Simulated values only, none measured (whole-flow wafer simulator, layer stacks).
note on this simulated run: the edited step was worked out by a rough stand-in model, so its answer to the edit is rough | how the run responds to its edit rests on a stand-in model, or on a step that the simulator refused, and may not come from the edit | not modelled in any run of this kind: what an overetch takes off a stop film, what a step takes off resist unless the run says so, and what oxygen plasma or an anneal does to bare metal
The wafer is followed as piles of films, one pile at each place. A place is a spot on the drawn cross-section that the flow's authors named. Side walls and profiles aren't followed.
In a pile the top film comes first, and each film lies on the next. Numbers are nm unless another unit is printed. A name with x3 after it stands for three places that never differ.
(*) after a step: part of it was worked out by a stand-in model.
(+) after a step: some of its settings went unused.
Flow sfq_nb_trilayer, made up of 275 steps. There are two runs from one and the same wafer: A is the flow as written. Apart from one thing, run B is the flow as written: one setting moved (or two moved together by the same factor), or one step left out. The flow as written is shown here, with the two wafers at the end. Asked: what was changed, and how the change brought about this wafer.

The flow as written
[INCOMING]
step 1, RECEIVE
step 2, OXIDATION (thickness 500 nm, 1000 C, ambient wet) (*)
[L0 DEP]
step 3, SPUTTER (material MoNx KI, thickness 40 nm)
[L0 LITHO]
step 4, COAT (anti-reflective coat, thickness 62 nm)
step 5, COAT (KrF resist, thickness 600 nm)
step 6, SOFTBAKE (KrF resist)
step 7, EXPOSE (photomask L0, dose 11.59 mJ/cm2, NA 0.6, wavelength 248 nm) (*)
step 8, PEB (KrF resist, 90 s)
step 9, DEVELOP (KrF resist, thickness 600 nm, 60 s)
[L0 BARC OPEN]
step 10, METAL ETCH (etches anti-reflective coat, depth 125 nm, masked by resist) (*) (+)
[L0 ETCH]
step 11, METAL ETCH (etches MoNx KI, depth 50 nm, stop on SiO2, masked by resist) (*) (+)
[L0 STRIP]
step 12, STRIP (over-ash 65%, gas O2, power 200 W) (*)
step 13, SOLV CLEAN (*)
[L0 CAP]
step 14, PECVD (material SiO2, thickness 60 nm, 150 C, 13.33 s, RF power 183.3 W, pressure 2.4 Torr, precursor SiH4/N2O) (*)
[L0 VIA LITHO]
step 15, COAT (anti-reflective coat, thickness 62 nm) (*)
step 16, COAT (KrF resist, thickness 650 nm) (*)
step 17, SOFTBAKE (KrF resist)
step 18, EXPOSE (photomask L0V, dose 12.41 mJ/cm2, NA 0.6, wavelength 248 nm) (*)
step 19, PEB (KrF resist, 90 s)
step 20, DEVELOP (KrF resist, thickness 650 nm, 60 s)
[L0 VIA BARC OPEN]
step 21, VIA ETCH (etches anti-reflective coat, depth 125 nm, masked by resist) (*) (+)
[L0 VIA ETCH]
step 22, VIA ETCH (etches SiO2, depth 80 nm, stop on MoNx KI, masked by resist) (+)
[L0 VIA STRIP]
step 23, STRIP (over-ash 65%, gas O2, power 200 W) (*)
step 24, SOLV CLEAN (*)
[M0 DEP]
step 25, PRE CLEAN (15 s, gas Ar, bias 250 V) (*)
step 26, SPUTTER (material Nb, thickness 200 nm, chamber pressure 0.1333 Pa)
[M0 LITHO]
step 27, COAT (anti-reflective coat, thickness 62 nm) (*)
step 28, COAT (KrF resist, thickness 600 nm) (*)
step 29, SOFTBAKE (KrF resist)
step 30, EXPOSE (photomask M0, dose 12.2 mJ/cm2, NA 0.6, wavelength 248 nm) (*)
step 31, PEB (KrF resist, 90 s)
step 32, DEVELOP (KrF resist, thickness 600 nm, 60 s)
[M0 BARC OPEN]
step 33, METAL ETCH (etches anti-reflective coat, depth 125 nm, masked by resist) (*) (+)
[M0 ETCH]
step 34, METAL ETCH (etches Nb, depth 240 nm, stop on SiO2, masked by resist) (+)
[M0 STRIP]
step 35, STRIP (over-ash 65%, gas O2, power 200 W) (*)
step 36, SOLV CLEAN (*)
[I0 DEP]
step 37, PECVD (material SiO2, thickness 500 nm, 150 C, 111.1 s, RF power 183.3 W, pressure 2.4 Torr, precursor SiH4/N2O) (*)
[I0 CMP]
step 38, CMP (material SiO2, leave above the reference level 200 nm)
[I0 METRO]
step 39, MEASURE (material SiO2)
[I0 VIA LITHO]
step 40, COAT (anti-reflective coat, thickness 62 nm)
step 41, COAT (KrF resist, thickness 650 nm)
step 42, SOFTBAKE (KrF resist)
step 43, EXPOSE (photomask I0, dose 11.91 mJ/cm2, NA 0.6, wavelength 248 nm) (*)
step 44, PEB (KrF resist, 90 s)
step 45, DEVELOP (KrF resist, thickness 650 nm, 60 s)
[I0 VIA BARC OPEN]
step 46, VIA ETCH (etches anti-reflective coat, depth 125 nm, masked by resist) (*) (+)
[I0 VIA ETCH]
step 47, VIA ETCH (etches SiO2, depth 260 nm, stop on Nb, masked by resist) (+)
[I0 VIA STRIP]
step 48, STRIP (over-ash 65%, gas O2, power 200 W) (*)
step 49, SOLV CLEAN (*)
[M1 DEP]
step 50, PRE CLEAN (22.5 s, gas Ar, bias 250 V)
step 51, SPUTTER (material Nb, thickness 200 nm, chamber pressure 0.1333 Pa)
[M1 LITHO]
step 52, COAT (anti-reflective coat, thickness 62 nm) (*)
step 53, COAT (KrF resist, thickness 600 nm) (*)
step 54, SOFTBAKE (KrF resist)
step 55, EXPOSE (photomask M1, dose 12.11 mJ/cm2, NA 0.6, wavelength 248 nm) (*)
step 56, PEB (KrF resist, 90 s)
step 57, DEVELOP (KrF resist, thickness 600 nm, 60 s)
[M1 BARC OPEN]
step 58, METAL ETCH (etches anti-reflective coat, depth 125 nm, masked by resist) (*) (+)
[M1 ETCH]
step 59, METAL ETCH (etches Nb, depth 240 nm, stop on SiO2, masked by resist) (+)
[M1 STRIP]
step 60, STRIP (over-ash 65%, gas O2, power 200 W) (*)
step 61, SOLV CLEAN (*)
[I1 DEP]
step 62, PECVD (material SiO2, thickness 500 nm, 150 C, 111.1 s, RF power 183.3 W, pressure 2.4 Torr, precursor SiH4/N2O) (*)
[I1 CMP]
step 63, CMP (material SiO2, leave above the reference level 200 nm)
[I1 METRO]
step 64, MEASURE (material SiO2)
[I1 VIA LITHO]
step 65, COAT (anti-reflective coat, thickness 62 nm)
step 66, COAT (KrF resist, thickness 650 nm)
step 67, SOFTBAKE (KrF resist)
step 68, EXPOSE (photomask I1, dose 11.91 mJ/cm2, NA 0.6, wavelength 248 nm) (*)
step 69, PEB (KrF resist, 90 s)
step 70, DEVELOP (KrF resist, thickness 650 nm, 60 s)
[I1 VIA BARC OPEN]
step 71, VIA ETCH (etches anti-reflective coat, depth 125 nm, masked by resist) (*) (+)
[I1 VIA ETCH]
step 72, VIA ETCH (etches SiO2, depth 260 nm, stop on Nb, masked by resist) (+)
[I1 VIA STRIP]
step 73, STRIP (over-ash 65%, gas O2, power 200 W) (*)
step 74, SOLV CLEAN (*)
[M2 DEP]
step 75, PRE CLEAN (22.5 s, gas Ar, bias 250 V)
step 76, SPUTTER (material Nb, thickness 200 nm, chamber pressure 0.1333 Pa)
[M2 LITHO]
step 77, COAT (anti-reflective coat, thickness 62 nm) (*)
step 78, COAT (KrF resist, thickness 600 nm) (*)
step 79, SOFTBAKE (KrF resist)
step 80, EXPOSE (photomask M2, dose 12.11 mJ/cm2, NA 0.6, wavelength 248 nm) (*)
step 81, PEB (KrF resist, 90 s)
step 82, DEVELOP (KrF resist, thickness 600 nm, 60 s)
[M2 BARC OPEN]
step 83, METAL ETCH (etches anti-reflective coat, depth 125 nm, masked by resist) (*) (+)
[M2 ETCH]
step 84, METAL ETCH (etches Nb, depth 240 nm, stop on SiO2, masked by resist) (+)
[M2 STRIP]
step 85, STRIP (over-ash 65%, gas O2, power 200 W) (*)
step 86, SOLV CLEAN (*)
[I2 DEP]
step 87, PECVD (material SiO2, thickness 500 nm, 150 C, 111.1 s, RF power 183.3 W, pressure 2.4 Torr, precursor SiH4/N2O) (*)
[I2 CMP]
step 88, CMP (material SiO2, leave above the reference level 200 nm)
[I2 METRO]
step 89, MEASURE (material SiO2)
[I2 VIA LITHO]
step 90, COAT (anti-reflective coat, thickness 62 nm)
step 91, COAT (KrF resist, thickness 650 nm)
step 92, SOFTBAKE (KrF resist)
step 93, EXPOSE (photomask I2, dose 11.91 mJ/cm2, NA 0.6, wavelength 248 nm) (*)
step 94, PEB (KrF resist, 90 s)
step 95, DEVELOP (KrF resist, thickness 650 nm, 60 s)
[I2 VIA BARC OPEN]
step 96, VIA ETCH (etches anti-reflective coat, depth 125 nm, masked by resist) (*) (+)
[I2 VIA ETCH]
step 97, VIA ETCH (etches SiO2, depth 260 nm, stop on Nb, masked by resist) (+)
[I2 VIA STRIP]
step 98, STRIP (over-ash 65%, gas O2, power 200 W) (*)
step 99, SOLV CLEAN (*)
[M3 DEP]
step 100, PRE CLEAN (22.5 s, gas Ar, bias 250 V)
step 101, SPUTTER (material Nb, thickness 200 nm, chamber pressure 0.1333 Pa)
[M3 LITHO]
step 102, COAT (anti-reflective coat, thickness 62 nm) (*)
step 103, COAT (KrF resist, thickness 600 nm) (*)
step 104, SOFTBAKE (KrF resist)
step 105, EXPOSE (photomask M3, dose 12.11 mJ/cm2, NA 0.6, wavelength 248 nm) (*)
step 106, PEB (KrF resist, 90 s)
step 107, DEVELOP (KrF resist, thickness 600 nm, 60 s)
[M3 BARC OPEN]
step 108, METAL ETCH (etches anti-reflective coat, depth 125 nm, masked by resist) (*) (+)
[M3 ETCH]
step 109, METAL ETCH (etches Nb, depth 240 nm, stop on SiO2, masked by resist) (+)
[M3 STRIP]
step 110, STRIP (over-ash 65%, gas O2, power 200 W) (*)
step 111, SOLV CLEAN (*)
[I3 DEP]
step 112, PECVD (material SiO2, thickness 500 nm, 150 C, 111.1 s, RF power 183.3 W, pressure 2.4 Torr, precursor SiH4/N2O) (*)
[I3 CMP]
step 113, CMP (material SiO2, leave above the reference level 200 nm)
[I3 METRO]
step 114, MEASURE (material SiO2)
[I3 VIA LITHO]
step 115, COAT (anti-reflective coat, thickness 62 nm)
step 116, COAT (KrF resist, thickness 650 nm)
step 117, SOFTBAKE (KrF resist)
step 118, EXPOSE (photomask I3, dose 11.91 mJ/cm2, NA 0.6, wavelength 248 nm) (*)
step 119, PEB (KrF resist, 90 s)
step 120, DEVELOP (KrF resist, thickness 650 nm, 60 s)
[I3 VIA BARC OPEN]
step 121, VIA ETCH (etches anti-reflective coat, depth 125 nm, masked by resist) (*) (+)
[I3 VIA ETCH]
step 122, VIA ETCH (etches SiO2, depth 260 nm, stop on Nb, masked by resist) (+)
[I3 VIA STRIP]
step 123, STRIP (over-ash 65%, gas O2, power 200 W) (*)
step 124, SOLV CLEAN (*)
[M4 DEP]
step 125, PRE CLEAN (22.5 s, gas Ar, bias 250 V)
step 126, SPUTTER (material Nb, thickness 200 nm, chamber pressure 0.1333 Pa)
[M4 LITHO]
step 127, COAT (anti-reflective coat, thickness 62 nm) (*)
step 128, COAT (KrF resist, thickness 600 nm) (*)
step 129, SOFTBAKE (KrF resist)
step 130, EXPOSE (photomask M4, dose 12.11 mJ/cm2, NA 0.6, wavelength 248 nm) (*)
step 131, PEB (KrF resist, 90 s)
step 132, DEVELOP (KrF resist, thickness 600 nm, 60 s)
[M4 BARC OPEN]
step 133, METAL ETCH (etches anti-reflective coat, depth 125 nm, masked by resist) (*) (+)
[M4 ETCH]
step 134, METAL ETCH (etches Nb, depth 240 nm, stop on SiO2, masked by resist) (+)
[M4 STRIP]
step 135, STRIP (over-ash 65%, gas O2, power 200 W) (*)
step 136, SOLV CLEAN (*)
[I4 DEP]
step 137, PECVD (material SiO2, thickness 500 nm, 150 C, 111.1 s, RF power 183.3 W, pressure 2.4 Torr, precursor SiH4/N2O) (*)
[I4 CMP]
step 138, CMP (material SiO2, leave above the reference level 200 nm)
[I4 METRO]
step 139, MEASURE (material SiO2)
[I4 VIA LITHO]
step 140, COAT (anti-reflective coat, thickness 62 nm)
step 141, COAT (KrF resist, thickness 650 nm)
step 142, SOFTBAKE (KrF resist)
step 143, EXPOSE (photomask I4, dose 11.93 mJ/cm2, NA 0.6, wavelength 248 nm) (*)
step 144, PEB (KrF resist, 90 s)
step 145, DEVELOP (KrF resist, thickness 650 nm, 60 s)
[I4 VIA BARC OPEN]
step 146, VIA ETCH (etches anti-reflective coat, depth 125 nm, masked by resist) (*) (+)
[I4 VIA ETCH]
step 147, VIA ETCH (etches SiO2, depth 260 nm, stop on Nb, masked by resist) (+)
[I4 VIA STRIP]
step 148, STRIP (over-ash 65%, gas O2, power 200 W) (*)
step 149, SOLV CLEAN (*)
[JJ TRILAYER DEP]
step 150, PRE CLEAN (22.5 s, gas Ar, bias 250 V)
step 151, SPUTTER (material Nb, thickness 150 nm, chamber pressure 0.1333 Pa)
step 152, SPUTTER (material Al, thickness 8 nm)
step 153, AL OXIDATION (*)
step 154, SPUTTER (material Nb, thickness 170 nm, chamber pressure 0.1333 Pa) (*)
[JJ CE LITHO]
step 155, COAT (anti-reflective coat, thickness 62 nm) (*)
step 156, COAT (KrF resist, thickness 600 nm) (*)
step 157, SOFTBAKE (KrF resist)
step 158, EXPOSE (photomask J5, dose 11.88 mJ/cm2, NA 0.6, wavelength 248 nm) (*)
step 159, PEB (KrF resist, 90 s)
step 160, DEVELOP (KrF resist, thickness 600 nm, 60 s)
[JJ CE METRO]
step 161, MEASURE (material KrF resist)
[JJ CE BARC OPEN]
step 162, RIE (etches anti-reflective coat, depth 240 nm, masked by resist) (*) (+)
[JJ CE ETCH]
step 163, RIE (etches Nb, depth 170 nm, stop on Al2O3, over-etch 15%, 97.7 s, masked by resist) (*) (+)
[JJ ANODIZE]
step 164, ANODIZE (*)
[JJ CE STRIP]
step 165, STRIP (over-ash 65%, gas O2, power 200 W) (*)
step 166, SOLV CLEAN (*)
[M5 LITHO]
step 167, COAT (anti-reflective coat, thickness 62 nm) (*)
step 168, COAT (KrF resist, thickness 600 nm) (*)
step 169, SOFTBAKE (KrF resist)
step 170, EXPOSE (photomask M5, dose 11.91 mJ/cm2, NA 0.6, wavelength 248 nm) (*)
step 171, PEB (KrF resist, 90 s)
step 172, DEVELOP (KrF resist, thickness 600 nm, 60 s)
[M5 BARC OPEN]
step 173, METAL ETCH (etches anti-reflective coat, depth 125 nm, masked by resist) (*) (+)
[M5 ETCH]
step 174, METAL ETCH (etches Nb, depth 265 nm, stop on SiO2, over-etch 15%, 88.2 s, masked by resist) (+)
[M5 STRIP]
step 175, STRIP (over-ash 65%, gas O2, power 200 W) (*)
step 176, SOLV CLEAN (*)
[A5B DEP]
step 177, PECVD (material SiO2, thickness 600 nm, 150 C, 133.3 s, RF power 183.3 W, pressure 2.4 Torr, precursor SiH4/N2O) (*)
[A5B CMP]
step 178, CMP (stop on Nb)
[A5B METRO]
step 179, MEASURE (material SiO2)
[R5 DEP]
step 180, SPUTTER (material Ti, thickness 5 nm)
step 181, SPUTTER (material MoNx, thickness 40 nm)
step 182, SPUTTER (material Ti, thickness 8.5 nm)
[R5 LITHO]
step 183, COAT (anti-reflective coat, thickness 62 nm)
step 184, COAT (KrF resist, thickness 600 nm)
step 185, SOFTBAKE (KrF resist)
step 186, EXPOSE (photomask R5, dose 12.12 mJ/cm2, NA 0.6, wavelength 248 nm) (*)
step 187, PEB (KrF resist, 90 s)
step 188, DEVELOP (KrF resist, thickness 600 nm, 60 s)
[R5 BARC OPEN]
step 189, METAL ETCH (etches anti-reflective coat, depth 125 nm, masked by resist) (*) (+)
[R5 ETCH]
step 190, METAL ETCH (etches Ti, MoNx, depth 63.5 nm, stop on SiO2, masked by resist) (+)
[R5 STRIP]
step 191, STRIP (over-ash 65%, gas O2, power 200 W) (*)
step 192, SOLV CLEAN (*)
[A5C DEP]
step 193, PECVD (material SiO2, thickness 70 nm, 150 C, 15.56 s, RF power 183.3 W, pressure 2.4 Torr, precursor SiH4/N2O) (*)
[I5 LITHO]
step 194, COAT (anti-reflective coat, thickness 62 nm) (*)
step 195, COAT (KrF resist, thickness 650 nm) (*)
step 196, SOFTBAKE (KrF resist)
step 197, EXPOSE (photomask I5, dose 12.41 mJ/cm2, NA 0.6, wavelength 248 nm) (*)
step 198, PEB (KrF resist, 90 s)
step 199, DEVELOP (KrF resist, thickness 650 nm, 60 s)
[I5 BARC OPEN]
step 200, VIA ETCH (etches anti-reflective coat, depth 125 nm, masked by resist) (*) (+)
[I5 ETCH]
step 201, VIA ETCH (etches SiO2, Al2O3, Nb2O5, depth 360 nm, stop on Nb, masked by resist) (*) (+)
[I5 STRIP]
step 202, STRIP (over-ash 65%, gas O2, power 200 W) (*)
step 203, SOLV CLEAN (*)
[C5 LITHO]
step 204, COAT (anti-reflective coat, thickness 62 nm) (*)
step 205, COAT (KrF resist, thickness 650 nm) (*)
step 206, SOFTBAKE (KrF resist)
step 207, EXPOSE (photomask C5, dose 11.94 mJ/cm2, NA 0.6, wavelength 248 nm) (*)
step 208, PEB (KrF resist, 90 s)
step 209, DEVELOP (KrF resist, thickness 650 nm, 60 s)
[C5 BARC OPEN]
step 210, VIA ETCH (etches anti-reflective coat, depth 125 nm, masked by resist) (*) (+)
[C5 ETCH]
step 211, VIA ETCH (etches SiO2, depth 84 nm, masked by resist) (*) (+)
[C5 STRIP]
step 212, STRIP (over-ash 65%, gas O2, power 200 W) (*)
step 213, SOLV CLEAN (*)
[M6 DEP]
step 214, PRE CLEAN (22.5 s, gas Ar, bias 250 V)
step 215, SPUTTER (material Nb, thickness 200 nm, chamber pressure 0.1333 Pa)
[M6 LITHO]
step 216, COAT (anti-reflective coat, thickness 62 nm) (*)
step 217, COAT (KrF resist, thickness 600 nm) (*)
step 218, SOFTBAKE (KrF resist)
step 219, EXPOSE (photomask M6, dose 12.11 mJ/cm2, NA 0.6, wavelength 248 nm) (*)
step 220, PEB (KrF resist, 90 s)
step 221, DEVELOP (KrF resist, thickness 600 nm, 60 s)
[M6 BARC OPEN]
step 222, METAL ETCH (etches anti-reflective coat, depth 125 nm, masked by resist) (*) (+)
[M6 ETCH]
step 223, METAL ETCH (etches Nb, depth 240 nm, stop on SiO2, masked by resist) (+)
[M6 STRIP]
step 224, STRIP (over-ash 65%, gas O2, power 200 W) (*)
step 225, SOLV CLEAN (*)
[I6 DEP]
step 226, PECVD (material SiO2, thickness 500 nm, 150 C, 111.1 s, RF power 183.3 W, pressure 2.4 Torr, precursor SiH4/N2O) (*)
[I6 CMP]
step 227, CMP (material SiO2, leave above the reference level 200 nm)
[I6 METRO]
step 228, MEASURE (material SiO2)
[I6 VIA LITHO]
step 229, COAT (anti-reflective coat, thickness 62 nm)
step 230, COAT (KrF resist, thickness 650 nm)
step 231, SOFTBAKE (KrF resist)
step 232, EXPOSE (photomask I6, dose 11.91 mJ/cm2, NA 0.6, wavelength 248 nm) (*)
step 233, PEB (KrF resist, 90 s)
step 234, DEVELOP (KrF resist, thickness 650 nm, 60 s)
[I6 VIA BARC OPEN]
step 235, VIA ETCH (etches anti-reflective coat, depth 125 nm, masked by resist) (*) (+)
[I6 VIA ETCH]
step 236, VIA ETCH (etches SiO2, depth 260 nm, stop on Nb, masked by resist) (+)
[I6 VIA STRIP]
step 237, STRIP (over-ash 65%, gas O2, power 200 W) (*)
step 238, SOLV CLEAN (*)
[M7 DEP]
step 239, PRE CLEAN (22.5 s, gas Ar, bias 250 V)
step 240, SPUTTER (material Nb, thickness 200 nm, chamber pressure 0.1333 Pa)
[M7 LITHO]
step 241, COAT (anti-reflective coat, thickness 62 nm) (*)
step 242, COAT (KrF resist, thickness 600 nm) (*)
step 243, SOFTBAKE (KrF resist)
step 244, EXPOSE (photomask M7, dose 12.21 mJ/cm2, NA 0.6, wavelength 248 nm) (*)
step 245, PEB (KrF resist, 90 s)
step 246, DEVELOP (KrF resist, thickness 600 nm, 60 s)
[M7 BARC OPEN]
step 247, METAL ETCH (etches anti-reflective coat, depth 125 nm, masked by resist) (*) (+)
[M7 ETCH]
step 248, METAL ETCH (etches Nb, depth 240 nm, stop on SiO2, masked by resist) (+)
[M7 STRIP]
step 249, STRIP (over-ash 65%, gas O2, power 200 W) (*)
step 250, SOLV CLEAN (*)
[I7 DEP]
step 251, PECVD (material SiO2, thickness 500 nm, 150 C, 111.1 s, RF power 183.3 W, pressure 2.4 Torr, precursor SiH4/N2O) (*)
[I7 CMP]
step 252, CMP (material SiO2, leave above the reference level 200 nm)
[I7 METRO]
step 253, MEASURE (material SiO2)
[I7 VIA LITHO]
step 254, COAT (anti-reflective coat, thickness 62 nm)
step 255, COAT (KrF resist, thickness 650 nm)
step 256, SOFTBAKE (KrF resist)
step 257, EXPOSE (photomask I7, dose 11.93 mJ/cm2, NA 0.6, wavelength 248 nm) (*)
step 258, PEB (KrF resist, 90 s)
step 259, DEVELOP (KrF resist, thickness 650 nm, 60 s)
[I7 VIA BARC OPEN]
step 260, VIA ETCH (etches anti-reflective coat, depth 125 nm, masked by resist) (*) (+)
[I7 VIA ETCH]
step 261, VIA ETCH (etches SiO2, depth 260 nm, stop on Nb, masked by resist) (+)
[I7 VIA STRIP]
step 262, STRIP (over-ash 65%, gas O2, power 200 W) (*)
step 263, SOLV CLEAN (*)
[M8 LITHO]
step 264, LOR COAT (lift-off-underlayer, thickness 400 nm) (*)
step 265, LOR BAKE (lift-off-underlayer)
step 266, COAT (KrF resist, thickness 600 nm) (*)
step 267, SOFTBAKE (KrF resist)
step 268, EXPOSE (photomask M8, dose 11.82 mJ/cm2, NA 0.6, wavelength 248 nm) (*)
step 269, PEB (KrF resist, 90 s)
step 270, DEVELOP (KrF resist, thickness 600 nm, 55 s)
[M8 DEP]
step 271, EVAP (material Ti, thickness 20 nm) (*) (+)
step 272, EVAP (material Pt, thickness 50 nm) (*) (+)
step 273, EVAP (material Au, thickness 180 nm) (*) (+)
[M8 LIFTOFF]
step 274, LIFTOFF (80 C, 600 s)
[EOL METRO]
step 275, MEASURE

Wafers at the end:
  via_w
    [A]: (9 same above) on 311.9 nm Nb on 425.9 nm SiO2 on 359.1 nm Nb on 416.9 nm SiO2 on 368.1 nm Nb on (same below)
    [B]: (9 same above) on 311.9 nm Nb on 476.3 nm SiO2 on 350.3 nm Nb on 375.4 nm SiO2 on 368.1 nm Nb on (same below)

What caused this: step 62, PECVD: thickness 345 nm was run, while the flow as written has thickness 500 nm; step 62, PECVD: 76.67 s was run, where the flow has 111.1 s.

Step by step, how the change led to this:
  step 62, PECVD (material SiO2, thickness 500 nm, 150 C, 111.1 s, RF power 183.3 W, pressure 2.4 Torr, precursor SiH4/N2O) (*)
      field_l, be, be_sur and 72 more: A SiO2 gains 500 | B SiO2 gains 345
      v_sur, via_wl, via_wr and 20 more: A SiO2 gains 500 (new film) | B SiO2 gains 345 (new film)
      (and at 8 other places as well)
  step 63, CMP (material SiO2, leave above the reference level 200 nm)
      field_l, be, be_sur and 72 more: A SiO2 loses 100 | B nothing
      lsp_m, ln_m6, lsp_r, l0_sur, l0v: A SiO2 loses 94.9 | B nothing
      (and at 26 other places as well)
  step 65, COAT (anti-reflective coat, thickness 62 nm)
      m0r_line_l, m0r_line_r, m5r_line_l, m6r_line_l, m6r_line_r, m7r_line_l, m7r_line_r: A anti-reflective coat gains 62 (new film) | B anti-reflective coat gains 63.5 (new film)
      m0r_space_l, m0r_space_r, m6r_space_l, m6r_space_r, m7r_space_l, m7r_space_r: A anti-reflective coat gains 62 (new film) | B anti-reflective coat gains 69.9 (new film)
      (and at 50 other places as well)
  step 66, COAT (KrF resist, thickness 650 nm)
      wl_d_sr, wl_g_m5: A KrF resist gains 650 (new film) | B KrF resist gains 664.9 (new film)
      v_sur: A KrF resist gains 650 (new film) | B KrF resist gains 628.1 (new film)
      (and at 11 other places as well)
  step 70, DEVELOP (KrF resist, thickness 650 nm, 60 s)
      via_v: A KrF resist loses 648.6 (all of it) | B KrF resist loses 629 (all of it)
  step 71, VIA ETCH (etches anti-reflective coat, depth 125 nm, masked by resist) (*) (+)
      field_l, v_sur, via_wl and 102 more: A KrF resist loses 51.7 | B KrF resist loses 48.1
      via_v: A anti-reflective coat loses 62 (all of it), SiO2 loses 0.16 | B anti-reflective coat loses 57.7 (all of it), SiO2 loses 0.14
  step 73, STRIP (over-ash 65%, gas O2, power 200 W) (*)
      m0r_line_l, m0r_line_r, m6r_line_l, m6r_line_r, m7r_line_l, m7r_line_r: A KrF resist loses 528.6 (all of it), anti-reflective coat loses 62 (all of it) | B KrF resist loses 542.6 (all of it), anti-reflective coat loses 63.5 (all of it)
      m0r_space_l, m0r_space_r, m6r_space_l, m6r_space_r, m7r_space_l, m7r_space_r: A KrF resist loses 528.6 (all of it), anti-reflective coat loses 62 (all of it) | B KrF resist loses 538.3 (all of it), anti-reflective coat loses 69.9 (all of it)
      (and at 51 other places as well)
  step 77, COAT (anti-reflective coat, thickness 62 nm) (*)
      m0r_line_l, m0r_line_r, m5r_line_l, m5r_line_r, m6r_line_l, m6r_line_r, m7r_line_l, m7r_line_r: A anti-reflective coat gains 62 (new film) | B anti-reflective coat gains 63.3 (new film)
      m0r_space_l, m0r_space_r, m6r_space_l, m6r_space_r, m7r_space_l, m7r_space_r: A anti-reflective coat gains 62 (new film) | B anti-reflective coat gains 68.5 (new film)
      (and at 51 other places as well)
  step 78, COAT (KrF resist, thickness 600 nm) (*)
      v_sur: A KrF resist gains 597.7 (new film) | B KrF resist gains 576 (new film)
      via_wl: A KrF resist gains 597.1 (new film) | B KrF resist gains 578.9 (new film)
      (and at 14 other places as well)
  step 82, DEVELOP (KrF resist, thickness 600 nm, 60 s)
      ln_m5: A KrF resist loses 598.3 (all of it) | B KrF resist loses 569.5 (all of it)
      wl_d_sl: A KrF resist loses 598.7 (all of it) | B KrF resist loses 617.1 (all of it)
      (and at 7 other places as well)
  step 83, METAL ETCH (etches anti-reflective coat, depth 125 nm, masked by resist) (*) (+)
      m0r_line_l, m0r_line_r, m5r_line_l, m5r_line_r, m6r_line_l, m6r_line_r, m7r_line_l, m7r_line_r: A anti-reflective coat loses 62 (all of it) | B anti-reflective coat loses 63.3 (all of it)
      m0r_space_l, m0r_space_r, m6r_space_l, m6r_space_r, m7r_space_l, m7r_space_r: A anti-reflective coat loses 62 (all of it) | B anti-reflective coat loses 68.5 (all of it)
      (and at 32 other places as well)
  step 85, STRIP (over-ash 65%, gas O2, power 200 W) (*)
      v_sur: A KrF resist loses 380 (all of it), anti-reflective coat loses 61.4 (all of it) | B KrF resist loses 357.4 (all of it), anti-reflective coat loses 50 (all of it)
      via_wl: A KrF resist loses 379.5 (all of it), anti-reflective coat loses 61.3 (all of it) | B KrF resist loses 360.3 (all of it), anti-reflective coat loses 48.9 (all of it)
      (and at 17 other places as well)
  step 88, CMP (material SiO2, leave above the reference level 200 nm)
      field_l, be, be_sur and 79 more: A SiO2 loses 100 | B SiO2 loses 45
      via_w: A SiO2 loses 300 | B SiO2 loses 258.5
  step 97, VIA ETCH (etches SiO2, depth 260 nm, stop on Nb, masked by resist) (+)
      via_w: A SiO2 loses 199.8 (all of it) | B SiO2 loses 241.3 (all of it)
  step 101, SPUTTER (material Nb, thickness 200 nm, chamber pressure 0.1333 Pa)
      via_w: A Nb gains 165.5 | B Nb gains 156.7
  step 102, COAT (anti-reflective coat, thickness 62 nm) (*)
      via_wl: A anti-reflective coat gains 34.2 (new film) | B anti-reflective coat gains 32.5 (new film)
      via_w: A anti-reflective coat gains 124.8 (new film) | B anti-reflective coat gains 133.7 (new film)
      (and at 1 other place as well)
  ... another 2 steps ...
  step 112, PECVD (material SiO2, thickness 500 nm, 150 C, 111.1 s, RF power 183.3 W, pressure 2.4 Torr, precursor SiH4/N2O) (*)
      via_w: A SiO2 gains 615 (new film) | B SiO2 gains 665.4 (new film)
